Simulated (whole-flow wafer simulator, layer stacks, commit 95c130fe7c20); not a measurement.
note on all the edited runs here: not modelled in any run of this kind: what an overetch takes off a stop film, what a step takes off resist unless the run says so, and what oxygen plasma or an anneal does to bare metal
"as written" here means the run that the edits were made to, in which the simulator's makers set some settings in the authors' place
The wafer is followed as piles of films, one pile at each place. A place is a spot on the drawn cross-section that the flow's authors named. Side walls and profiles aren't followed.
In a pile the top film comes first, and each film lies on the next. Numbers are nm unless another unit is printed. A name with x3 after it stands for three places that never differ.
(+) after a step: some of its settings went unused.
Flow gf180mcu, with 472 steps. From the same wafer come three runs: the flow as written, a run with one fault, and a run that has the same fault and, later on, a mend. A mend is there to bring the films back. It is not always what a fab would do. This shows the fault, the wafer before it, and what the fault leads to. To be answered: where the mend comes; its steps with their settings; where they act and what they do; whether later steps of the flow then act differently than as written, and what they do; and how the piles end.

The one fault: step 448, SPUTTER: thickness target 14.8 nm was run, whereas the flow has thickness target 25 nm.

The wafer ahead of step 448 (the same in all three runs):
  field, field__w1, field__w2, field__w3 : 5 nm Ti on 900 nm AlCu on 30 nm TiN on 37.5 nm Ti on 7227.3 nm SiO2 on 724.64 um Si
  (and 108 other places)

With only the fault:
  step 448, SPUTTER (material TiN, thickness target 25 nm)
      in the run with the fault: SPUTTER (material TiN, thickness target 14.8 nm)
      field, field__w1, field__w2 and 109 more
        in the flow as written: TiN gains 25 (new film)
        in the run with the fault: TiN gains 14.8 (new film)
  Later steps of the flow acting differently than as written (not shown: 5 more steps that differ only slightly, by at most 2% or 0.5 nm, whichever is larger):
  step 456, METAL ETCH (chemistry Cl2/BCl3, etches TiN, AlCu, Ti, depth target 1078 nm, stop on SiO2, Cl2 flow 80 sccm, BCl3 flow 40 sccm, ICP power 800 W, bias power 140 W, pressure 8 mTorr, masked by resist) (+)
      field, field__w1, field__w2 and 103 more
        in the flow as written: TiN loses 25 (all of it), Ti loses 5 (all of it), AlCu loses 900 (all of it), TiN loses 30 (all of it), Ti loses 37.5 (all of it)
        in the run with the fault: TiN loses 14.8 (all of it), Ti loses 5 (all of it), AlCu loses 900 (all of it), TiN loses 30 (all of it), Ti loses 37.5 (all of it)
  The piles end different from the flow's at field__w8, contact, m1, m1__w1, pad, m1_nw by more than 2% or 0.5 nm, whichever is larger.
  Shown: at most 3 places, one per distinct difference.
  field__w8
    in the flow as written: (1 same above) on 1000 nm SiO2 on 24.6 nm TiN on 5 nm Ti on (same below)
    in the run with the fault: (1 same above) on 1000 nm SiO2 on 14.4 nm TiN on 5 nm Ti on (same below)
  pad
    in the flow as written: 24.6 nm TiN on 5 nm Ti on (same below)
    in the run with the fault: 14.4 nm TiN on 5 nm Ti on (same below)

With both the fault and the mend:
  The mend follows step 448.
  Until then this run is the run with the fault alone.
  step 448a, SPUTTER (material TiN, thickness target 10.2 nm) (the flow's step 448 again, with other settings)
      field, field__w1, field__w2 and 109 more
        TiN gains 10.2
  Later steps of the flow that are run all act as written at every place that is followed.
  By the end, the piles equal the flow's at every place that both follow.
